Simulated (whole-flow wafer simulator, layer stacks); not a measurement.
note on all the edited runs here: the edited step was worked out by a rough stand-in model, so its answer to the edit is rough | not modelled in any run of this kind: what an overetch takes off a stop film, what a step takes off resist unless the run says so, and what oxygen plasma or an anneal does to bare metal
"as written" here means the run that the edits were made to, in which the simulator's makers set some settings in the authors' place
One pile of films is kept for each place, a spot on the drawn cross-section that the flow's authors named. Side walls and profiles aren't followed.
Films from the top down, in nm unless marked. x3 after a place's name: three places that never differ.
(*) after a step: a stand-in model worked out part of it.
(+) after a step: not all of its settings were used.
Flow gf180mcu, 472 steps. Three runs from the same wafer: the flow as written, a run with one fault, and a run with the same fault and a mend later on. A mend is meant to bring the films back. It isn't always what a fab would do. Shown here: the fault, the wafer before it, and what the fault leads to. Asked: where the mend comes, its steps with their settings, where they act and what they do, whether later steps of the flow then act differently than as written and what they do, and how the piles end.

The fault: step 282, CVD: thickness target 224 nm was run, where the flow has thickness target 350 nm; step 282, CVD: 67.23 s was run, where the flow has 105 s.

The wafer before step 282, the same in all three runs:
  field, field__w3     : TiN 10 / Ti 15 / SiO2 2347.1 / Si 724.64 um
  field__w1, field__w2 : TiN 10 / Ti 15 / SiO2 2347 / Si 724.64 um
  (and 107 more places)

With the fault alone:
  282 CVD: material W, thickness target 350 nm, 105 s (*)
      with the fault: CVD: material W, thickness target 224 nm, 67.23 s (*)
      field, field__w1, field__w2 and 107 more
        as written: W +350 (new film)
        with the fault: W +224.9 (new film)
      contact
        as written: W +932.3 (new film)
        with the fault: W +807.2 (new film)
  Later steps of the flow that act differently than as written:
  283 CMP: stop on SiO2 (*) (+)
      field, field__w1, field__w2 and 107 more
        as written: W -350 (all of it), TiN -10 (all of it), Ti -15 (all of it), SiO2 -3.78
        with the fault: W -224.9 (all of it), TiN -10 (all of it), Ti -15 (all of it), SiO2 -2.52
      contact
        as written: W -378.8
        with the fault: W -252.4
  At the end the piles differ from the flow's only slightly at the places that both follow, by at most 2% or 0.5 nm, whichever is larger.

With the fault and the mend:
  The mend comes after step 282.
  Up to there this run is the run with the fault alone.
  282a CVD: material W, thickness target 126 nm, 37.82 s (the flow's step 282 once more, with other settings)
      field, field__w1, field__w2 and 108 more
        W +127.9
  No later step of the flow acts differently than as written, at any place that is followed, by more than 2% or 0.5 nm, whichever is larger.
  At the end the piles differ from the flow's only slightly at the places that both follow, by at most 2% or 0.5 nm, whichever is larger.
